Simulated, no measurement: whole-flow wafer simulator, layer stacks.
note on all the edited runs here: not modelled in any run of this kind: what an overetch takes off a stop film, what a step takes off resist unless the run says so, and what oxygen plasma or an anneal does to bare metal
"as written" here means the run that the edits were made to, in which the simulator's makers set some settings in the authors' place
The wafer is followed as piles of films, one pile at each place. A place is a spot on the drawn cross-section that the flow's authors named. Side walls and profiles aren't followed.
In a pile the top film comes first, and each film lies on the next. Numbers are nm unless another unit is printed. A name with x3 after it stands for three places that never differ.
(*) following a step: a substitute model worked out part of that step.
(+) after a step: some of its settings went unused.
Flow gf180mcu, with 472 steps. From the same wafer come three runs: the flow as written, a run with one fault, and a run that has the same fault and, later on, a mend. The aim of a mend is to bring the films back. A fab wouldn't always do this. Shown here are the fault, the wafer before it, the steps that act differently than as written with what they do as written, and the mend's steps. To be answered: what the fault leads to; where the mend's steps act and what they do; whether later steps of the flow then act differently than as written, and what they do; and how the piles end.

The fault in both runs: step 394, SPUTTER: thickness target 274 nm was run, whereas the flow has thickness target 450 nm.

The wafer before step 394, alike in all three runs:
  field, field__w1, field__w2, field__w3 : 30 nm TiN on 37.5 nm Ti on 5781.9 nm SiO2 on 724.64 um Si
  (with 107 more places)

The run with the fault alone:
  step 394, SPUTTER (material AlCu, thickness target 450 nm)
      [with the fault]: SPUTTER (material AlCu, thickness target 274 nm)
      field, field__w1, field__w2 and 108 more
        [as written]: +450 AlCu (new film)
        [with the fault]: +274 AlCu (new film)
  Later steps of the flow acting differently than as written (not shown: 1 more step that differs only slightly, by at most 2% or 0.5 nm, whichever is larger):
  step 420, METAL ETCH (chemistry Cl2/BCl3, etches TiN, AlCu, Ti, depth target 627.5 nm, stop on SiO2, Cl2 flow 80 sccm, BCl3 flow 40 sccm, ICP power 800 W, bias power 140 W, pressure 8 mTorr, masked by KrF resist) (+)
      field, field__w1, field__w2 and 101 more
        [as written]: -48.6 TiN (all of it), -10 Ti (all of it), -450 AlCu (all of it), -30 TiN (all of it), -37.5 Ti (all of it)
        [with the fault]: -48.6 TiN (all of it), -10 Ti (all of it), -274 AlCu (all of it), -30 TiN (all of it), -37.5 Ti (all of it)
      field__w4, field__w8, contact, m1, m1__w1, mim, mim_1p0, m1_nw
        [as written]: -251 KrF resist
        [with the fault]: -240 KrF resist
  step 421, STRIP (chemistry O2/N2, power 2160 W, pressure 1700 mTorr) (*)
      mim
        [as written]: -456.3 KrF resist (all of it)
        [with the fault]: -467.2 KrF resist (all of it)
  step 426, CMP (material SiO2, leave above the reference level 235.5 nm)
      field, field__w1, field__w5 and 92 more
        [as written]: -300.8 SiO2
        [with the fault]: -476.8 SiO2
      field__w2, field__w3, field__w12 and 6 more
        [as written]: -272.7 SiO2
        [with the fault]: -456.7 SiO2
  The piles end different from the flow's at field, field__w1, field__w2 and 109 more by more than 2% or 0.5 nm, whichever is larger.
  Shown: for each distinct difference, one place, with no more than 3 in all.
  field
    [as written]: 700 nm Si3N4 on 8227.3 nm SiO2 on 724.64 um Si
    [with the fault]: 700 nm Si3N4 on 8051.3 nm SiO2 on 724.64 um Si
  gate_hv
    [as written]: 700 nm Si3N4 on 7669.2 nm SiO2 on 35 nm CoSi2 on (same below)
    [with the fault]: 700 nm Si3N4 on 7493.2 nm SiO2 on 35 nm CoSi2 on (same below)
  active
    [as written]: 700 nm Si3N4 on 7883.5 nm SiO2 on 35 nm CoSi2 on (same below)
    [with the fault]: 700 nm Si3N4 on 7707.5 nm SiO2 on 35 nm CoSi2 on (same below)

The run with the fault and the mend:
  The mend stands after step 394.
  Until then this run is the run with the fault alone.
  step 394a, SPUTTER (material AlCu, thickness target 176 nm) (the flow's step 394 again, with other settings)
      field, field__w1, field__w2 and 108 more
        +176 AlCu
  Every later step of the flow that is run acts as written at every place that is followed.
  At every place that both follow, the piles at the end match the flow's.
